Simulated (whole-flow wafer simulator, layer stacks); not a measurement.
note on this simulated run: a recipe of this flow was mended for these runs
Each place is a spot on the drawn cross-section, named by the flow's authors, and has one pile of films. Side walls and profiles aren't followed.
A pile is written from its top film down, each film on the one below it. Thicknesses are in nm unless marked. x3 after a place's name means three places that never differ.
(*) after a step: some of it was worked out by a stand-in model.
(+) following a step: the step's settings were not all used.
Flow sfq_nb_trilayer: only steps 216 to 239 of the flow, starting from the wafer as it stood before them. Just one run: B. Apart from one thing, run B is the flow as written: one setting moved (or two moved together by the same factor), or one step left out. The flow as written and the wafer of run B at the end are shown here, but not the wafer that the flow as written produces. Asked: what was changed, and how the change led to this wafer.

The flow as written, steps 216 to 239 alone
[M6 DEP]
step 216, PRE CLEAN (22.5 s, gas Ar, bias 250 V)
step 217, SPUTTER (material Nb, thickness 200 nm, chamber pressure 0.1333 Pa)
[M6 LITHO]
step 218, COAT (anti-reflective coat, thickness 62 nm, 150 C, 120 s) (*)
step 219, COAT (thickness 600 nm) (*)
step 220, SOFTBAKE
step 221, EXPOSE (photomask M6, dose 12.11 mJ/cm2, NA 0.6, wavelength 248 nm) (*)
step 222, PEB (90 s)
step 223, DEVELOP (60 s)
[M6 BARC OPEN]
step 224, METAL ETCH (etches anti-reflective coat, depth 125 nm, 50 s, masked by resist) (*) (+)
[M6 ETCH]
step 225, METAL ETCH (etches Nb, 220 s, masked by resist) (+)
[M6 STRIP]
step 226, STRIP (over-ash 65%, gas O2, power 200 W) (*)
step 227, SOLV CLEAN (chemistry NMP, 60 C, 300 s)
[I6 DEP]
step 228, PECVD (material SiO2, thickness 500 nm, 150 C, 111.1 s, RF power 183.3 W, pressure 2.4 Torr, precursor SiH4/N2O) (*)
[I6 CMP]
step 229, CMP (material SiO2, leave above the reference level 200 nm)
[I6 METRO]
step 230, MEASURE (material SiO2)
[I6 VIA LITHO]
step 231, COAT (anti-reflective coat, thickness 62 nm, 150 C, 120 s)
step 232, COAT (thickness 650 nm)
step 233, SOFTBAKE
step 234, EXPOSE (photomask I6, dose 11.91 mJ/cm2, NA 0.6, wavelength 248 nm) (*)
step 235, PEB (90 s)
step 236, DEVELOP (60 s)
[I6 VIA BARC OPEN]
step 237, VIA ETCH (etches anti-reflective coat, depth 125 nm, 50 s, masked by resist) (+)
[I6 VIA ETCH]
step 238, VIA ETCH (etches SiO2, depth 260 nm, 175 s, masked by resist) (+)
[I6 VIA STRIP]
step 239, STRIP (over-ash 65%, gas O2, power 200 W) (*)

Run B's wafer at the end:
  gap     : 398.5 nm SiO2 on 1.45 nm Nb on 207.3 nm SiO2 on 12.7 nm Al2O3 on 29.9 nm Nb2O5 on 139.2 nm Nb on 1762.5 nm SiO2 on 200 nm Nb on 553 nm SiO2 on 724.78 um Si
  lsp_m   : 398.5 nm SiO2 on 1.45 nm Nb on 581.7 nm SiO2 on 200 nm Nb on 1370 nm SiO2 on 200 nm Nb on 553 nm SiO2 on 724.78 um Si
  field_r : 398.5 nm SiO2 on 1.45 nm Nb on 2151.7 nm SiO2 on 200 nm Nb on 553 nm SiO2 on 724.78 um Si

What caused this: step 225, METAL ETCH: 182 s was run, whereas the flow has 220 s.

How this came from the change, step by step:
  step 225, METAL ETCH (etches Nb, 220 s, masked by resist) (+)
      field_l, gap, moat and 76 more: Nb loses 198.5 (as written it would have been: Nb loses 200 (all of it), SiO2 loses 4)
      v_sur, via_wl, via_w and 24 more: KrF-resist-other-grade loses 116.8 (as written it would have been: KrF-resist-other-grade loses 141.2)
  step 226, STRIP (over-ash 65%, gas O2, power 200 W) (*)
      wl_j_sl, wl_j_sr: KrF-resist-other-grade loses 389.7 (all of it), anti-reflective coat loses 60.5 (all of it) (as written it would have been: KrF-resist-other-grade loses 365.3 (all of it), anti-reflective coat loses 60.5 (all of it))
      m6r_line_l x2: KrF-resist-other-grade loses 389 (all of it), anti-reflective coat loses 62 (all of it) (as written it would have been: KrF-resist-other-grade loses 364.6 (all of it), anti-reflective coat loses 62 (all of it))
      (as well as at 23 more places)
  step 228, PECVD (material SiO2, thickness 500 nm, 150 C, 111.1 s, RF power 183.3 W, pressure 2.4 Torr, precursor SiH4/N2O) (*)
      field_l, p4_fl x5, p4_w1 x9 and 50 more: SiO2 gains 500 (new film) (as written it would have been: SiO2 gains 500)
      moat, field_r, lsp_l, ln_m5, lsp_m: SiO2 gains 493.7 (new film) (as written it would have been: SiO2 gains 493.5)
      (as well as at 9 more places)
  step 229, CMP (material SiO2, leave above the reference level 200 nm)
      field_l, p4_fl x5, p4_w1 x9 and 47 more: SiO2 loses 101.5 (as written it would have been: SiO2 loses 96)
      moat, field_r, lsp_l, ln_m5, lsp_m: SiO2 loses 95.1 (as written it would have been: SiO2 loses 89.5)
      (as well as at 8 more places)
If metal films that touch count as one body, gap has 3 bodies (between them, from the top down: SiO2 207.3 / Al2O3 12.7 / Nb2O5 29.9; SiO2 1762.5); the flow as written gives 2 bodies (between them, from the top down: SiO2 1762.5).
If metal films that touch count as one body, lsp_m has 3 bodies (between them, from the top down: SiO2 581.7; SiO2 1370); the flow as written gives 2 bodies (between them, from the top down: SiO2 1370).
If metal films that touch count as one body, field_r has 2 bodies (between them, from the top down: SiO2 2151.7); the flow as written gives 1 body.
